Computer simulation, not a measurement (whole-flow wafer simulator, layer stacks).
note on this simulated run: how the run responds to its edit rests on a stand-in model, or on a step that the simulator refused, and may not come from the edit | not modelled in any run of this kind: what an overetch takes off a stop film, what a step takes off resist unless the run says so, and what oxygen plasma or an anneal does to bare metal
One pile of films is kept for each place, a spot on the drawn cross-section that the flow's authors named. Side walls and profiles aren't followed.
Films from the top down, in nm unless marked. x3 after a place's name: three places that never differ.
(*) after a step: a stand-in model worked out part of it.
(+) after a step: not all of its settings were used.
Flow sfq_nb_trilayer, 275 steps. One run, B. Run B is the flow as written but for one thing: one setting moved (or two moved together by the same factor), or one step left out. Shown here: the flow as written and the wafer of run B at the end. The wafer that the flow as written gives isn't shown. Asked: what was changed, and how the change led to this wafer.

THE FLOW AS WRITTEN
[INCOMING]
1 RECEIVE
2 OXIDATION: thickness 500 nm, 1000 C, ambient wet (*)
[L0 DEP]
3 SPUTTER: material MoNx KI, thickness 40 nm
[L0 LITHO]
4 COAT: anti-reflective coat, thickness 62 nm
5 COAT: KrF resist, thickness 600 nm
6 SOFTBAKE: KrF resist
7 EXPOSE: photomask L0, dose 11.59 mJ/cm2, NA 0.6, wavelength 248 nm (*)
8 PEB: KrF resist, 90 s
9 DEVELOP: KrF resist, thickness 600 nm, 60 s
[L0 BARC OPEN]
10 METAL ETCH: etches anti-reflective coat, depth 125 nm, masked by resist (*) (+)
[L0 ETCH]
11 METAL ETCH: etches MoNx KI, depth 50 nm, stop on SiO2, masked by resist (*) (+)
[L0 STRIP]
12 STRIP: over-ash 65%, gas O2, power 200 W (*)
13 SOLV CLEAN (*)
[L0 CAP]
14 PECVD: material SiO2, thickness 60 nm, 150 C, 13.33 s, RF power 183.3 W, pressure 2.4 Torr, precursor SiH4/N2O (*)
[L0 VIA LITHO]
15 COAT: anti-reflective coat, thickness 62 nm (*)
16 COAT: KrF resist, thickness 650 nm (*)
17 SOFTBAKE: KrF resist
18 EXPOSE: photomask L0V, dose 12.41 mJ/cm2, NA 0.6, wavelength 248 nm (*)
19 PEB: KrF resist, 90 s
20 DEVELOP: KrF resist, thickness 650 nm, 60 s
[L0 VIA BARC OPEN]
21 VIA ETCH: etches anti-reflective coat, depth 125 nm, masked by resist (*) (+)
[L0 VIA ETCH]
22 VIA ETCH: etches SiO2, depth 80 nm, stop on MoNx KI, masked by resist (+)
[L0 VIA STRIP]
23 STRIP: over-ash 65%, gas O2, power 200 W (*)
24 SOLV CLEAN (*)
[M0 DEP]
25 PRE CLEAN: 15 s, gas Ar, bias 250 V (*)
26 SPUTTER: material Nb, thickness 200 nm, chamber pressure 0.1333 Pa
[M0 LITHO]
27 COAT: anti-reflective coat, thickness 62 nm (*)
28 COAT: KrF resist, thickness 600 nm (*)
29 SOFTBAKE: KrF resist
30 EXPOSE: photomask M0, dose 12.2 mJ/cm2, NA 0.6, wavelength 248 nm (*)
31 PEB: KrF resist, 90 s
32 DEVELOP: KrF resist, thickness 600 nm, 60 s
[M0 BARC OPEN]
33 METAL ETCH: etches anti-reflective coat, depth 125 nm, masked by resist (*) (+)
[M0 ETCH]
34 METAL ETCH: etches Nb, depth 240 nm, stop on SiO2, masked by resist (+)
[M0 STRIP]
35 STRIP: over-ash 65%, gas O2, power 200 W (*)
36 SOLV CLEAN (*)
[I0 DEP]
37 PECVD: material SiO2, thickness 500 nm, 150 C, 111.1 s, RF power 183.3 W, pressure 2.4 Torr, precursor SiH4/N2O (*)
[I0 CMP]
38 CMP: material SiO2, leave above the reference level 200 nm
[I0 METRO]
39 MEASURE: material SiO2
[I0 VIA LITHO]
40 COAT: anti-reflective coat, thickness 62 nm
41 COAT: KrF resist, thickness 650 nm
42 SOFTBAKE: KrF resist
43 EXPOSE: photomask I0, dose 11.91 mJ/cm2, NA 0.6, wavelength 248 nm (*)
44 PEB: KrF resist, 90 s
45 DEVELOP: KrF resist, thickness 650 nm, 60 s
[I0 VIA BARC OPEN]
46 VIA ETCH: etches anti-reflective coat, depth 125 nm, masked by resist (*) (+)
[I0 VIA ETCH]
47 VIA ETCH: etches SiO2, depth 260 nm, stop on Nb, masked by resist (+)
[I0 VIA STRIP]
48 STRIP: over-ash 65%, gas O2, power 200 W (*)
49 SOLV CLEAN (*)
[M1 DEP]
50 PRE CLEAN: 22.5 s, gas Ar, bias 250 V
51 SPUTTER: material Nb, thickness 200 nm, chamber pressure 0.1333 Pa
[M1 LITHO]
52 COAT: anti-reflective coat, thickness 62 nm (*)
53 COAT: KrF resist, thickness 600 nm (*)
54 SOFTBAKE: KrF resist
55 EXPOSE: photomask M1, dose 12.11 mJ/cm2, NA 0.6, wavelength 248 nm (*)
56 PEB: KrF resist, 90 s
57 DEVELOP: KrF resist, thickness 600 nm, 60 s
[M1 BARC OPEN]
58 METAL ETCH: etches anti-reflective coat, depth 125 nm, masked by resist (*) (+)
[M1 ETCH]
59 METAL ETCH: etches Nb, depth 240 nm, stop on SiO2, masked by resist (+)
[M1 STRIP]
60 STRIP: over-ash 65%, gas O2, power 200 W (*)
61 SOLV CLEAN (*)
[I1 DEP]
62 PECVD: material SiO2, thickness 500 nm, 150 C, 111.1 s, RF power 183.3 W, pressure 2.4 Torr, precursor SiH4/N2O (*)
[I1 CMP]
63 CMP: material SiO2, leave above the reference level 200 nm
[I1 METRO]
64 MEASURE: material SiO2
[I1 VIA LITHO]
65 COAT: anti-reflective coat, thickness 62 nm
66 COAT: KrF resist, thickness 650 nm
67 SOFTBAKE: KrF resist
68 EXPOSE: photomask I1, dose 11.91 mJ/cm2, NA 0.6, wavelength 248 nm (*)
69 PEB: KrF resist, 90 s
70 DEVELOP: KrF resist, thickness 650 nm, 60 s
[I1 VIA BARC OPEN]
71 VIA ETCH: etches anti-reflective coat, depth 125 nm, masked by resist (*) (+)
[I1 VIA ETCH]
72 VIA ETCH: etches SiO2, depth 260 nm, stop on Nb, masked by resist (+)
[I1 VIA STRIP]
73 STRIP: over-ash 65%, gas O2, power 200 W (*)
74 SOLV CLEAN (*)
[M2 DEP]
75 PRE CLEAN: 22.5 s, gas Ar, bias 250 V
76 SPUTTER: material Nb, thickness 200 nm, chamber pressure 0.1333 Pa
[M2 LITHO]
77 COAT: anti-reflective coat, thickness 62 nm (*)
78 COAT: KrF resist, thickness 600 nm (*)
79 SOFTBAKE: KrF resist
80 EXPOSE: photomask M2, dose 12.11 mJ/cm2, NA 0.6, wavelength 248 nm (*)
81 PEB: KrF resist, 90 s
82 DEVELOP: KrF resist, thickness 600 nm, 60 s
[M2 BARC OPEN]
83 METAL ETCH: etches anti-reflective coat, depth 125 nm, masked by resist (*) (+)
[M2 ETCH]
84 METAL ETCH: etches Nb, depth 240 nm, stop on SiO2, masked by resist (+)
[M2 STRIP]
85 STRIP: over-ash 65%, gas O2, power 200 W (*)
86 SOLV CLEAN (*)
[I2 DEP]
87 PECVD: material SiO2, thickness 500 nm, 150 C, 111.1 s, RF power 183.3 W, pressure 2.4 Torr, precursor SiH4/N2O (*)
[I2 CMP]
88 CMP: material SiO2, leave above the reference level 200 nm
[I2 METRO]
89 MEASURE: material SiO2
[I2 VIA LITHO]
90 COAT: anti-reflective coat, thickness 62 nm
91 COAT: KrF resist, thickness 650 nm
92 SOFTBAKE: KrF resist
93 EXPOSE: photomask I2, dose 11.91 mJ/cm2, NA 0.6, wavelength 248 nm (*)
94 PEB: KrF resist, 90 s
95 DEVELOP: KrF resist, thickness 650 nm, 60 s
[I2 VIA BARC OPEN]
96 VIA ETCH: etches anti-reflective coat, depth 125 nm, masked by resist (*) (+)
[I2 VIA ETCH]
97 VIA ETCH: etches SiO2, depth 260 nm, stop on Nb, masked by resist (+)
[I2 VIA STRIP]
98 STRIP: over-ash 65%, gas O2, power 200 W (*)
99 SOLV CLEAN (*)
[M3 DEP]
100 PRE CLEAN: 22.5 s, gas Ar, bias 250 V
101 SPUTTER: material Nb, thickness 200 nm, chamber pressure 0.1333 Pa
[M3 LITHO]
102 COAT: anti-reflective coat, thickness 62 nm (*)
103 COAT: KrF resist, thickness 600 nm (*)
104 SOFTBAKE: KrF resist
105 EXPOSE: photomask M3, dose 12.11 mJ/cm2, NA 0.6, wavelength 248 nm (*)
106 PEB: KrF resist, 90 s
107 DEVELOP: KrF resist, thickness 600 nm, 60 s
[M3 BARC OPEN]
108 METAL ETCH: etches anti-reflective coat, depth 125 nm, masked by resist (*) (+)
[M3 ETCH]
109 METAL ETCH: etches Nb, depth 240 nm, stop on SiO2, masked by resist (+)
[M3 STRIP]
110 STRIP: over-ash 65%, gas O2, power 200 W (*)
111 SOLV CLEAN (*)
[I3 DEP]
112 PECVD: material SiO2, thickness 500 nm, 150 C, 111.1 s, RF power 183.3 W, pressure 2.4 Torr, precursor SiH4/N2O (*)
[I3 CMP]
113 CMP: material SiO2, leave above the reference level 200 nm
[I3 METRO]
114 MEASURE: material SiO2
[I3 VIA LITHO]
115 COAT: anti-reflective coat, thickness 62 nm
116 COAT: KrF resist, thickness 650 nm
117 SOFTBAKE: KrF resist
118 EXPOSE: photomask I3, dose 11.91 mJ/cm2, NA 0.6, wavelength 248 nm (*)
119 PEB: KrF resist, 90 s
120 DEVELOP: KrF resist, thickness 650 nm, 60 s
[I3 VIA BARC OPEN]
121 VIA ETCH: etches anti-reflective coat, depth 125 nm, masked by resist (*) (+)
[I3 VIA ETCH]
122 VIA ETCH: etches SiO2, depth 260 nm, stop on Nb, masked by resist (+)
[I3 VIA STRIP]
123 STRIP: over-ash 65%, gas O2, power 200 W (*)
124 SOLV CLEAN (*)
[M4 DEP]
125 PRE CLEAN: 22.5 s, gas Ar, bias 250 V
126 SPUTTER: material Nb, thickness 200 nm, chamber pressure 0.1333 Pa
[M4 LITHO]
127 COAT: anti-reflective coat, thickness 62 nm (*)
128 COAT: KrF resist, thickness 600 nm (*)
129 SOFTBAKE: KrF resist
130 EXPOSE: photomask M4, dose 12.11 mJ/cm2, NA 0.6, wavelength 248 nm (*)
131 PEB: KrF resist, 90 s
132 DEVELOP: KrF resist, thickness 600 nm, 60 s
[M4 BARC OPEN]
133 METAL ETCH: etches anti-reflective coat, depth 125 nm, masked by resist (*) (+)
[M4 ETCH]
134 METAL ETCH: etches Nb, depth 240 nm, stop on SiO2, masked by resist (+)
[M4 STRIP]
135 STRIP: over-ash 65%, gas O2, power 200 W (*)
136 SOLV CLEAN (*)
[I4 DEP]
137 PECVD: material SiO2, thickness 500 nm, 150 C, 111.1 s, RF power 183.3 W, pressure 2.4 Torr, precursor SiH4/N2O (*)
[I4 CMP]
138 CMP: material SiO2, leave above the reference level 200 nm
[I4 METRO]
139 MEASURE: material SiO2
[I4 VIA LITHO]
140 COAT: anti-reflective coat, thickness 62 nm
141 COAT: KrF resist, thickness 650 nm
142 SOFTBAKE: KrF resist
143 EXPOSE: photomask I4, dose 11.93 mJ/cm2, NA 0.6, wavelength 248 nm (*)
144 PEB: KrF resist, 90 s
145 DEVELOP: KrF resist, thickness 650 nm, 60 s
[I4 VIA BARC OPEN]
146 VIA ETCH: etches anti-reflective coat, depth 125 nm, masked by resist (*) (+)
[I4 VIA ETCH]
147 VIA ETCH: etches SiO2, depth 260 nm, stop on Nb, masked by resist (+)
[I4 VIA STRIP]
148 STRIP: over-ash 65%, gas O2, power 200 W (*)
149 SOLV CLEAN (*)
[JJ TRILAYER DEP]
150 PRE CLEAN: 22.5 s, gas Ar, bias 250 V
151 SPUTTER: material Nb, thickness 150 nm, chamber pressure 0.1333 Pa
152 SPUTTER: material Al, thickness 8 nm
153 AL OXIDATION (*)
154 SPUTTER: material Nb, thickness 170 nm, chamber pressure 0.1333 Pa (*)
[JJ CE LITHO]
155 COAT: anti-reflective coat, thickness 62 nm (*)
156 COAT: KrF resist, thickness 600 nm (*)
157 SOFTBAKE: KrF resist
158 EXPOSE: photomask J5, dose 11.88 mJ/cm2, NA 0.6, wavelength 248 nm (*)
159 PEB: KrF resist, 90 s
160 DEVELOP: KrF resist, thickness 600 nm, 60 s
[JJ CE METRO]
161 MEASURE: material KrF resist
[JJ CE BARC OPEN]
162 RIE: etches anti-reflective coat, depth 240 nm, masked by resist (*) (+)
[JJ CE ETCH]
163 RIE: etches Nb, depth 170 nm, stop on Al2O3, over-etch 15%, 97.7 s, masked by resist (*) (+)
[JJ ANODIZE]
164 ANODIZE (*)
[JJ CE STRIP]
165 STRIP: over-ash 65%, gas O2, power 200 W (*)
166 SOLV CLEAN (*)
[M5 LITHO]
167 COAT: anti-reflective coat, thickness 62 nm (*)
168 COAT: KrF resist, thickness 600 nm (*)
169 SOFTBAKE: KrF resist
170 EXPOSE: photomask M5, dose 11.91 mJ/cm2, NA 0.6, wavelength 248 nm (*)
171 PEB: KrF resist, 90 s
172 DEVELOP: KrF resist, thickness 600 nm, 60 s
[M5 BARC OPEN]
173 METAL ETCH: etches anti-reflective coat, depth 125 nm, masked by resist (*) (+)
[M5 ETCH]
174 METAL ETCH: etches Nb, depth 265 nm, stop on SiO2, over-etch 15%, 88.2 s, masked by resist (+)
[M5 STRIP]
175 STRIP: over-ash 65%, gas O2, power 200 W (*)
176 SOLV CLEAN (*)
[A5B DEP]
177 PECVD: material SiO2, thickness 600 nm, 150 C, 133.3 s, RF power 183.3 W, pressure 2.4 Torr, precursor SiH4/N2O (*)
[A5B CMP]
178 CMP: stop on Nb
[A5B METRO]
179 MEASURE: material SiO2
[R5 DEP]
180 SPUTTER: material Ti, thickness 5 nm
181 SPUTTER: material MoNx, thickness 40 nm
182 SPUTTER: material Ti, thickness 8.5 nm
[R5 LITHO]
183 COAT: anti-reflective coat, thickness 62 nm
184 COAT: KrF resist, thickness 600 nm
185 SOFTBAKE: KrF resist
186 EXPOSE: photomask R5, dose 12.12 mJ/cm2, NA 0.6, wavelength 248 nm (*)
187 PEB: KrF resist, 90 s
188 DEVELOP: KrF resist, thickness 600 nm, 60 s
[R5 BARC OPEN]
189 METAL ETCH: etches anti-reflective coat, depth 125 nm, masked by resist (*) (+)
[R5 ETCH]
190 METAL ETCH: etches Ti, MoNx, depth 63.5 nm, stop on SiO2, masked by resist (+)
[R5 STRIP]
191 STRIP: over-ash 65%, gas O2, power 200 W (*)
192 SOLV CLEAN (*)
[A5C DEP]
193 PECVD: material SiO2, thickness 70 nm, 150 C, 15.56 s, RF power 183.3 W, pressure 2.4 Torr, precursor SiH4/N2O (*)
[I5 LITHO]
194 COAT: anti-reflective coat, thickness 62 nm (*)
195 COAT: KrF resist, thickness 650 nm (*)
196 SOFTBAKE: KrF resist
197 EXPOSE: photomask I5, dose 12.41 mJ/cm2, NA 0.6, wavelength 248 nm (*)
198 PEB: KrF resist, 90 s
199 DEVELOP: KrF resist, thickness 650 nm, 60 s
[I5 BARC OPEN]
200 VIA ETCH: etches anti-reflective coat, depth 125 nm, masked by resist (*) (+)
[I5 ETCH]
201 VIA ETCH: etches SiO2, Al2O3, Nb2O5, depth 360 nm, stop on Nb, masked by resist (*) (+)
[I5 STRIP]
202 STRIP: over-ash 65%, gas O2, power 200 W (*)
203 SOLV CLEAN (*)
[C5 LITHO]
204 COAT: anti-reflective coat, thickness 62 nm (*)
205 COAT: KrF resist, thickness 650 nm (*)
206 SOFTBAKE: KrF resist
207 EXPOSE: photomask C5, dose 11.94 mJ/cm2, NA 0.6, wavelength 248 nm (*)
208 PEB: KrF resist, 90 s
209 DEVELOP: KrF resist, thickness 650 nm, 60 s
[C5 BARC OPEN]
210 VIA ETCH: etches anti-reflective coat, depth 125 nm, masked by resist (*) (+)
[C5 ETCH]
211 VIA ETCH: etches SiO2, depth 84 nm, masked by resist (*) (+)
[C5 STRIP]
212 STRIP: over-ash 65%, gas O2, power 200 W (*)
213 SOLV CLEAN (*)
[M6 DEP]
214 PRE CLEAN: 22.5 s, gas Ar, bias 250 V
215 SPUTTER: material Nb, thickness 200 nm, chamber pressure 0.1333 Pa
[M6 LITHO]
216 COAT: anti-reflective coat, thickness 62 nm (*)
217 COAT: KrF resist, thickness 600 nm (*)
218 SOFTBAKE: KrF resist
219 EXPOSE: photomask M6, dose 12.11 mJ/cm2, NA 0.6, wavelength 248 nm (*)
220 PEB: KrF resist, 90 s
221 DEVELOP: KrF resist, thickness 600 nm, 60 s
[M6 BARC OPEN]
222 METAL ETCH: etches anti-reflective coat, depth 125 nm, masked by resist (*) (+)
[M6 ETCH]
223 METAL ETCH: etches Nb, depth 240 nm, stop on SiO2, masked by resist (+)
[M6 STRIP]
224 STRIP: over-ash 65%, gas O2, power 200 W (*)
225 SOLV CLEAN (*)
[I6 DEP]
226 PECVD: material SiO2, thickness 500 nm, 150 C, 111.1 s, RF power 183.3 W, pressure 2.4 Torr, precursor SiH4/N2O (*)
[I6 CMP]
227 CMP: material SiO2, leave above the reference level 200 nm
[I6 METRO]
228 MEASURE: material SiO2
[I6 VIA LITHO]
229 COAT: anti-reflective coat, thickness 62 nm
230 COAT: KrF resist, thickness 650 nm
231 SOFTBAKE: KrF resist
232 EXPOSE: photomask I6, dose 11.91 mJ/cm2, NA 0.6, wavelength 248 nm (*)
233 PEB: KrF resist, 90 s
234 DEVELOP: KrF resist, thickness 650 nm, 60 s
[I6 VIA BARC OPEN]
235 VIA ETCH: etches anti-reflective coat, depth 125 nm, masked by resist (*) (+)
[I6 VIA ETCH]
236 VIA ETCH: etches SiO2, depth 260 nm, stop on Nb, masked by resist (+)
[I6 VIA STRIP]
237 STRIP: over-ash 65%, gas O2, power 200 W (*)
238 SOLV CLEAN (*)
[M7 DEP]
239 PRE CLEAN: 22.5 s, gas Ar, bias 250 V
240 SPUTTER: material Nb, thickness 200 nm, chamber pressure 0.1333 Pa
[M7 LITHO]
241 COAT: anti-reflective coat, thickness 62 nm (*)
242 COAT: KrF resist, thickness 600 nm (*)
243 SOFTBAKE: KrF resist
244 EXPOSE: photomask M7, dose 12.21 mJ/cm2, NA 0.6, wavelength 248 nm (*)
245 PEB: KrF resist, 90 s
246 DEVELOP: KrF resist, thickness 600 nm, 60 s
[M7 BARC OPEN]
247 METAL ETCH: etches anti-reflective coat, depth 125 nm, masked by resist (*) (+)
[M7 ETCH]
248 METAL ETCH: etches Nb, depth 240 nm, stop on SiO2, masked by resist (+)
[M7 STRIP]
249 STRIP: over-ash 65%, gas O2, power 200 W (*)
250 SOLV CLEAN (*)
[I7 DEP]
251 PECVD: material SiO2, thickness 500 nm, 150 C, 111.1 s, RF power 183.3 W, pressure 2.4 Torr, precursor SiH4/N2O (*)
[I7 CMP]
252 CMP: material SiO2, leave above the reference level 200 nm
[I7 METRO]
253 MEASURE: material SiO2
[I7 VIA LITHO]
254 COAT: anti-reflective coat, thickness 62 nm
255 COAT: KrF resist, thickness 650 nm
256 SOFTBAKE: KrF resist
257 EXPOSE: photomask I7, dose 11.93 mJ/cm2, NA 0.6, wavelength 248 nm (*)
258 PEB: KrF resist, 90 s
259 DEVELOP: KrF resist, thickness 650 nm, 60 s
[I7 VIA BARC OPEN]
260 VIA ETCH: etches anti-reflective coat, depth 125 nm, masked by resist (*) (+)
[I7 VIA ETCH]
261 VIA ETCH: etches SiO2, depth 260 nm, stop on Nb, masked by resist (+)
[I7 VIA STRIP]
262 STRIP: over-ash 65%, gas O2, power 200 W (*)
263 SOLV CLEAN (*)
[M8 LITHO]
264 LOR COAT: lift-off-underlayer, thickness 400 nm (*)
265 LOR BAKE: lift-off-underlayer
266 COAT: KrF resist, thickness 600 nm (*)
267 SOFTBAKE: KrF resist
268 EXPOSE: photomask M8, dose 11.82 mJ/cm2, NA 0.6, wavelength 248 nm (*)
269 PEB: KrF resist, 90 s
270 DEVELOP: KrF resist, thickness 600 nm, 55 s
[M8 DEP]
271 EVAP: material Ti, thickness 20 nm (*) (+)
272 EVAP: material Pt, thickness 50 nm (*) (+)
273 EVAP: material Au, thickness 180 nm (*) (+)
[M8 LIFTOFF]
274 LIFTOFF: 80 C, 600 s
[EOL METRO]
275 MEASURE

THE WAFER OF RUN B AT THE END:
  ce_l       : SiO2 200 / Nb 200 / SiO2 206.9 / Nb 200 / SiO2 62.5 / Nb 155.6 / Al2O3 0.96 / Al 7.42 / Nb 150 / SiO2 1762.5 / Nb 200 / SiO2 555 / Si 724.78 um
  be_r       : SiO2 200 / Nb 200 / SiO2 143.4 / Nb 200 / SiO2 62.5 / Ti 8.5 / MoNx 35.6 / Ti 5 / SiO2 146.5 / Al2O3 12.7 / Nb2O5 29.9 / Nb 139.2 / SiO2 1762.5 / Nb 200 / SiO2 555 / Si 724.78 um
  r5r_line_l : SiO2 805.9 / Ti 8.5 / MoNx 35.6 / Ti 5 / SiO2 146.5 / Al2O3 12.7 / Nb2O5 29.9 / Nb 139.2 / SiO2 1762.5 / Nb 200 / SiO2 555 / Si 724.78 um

The cause: step 181, SPUTTER: thickness 35.6 nm was run, where the flow has thickness 40 nm.
It can be read off the wafer: be_r has MoNx 35.6, and step 181 as written asks for 40 nm.

How the change led to this, step by step:
  181 SPUTTER: material MoNx, thickness 40 nm
      field_l, v_sur, via_wl and 103 more: MoNx +35.6 (new film) (as written it would be: MoNx +40 (new film))
  190 METAL ETCH: etches Ti, MoNx, depth 63.5 nm, stop on SiO2, masked by resist (+)
      field_l, v_sur, via_wl and 92 more: Ti -8.5 (all of it), MoNx -35.6 (all of it), Ti -5 (all of it) (as written it would be: Ti -8.5 (all of it), MoNx -40 (all of it), Ti -5 (all of it))
      ce_l, c5j, ce_r, wl_jj: Ti -8.5 (all of it), MoNx -35.6 (all of it), Ti -5 (all of it), Nb -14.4 (as written it would be: Ti -8.5 (all of it), MoNx -40 (all of it), Ti -5 (all of it), Nb -10)
  194 COAT: anti-reflective coat, thickness 62 nm (*)
      r5r_spacepad_l, r5r_spacepad_r: anti-reflective coat +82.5 (new film) (as written it would be: anti-reflective coat +84.4 (new film))
      ce_l: anti-reflective coat +69.1 (new film) (as written it would be: anti-reflective coat +67.2 (new film))
      (and at 2 more places)
  202 STRIP: over-ash 65%, gas O2, power 200 W (*)
      r5r_spacepad_l, r5r_spacepad_r: KrF resist -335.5 (all of it), anti-reflective coat -82.5 (all of it) (as written it would be: KrF resist -335.6 (all of it), anti-reflective coat -84.4 (all of it))
      ce_l: KrF resist -342.7 (all of it), anti-reflective coat -69.1 (all of it) (as written it would be: KrF resist -341.5 (all of it), anti-reflective coat -67.2 (all of it))
      (and at 2 more places)
  204 COAT: anti-reflective coat, thickness 62 nm (*)
      r5r_spacepad_l, r5r_spacepad_r: anti-reflective coat +82.5 (new film) (as written it would be: anti-reflective coat +84.4 (new film))
      ce_l: anti-reflective coat +68 (new film) (as written it would be: anti-reflective coat +66 (new film))
      (and at 2 more places)
  212 STRIP: over-ash 65%, gas O2, power 200 W (*)
      ce_l: KrF resist -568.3 (all of it), anti-reflective coat -68 (all of it) (as written it would be: KrF resist -567.4 (all of it), anti-reflective coat -66 (all of it))
      ce_r: KrF resist -574.1 (all of it), anti-reflective coat -69.2 (all of it) (as written it would be: KrF resist -573.7 (all of it), anti-reflective coat -67.2 (all of it))
      (and at 3 more places)
  216 COAT: anti-reflective coat, thickness 62 nm (*)
      r5r_spacepad_l, r5r_spacepad_r: anti-reflective coat +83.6 (new film) (as written it would be: anti-reflective coat +85.7 (new film))
      ce_l: anti-reflective coat +49.4 (new film) (as written it would be: anti-reflective coat +48 (new film))
      (and at 2 more places)
  222 METAL ETCH: etches anti-reflective coat, depth 125 nm, masked by resist (*) (+)
      r5r_spacepad_l, r5r_spacepad_r: anti-reflective coat -83.6 (all of it) (as written it would be: anti-reflective coat -85.7 (all of it))
  224 STRIP: over-ash 65%, gas O2, power 200 W (*)
      ce_l: KrF resist -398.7 (all of it), anti-reflective coat -49.4 (all of it) (as written it would be: KrF resist -397.1 (all of it), anti-reflective coat -48 (all of it))
      ce_r: KrF resist -404.7 (all of it), anti-reflective coat -50.1 (all of it) (as written it would be: KrF resist -403.5 (all of it), anti-reflective coat -48.8 (all of it))
      (and at 1 more place)
  227 CMP: material SiO2, leave above the reference level 200 nm
      r5r_line_l, r5r_line_c, r5r_line_r: SiO2 -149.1 (as written it would be: SiO2 -153.5)
      r5r_spacepad_l, r5r_spacepad_r: SiO2 -146.6 (as written it would be: SiO2 -153.5)
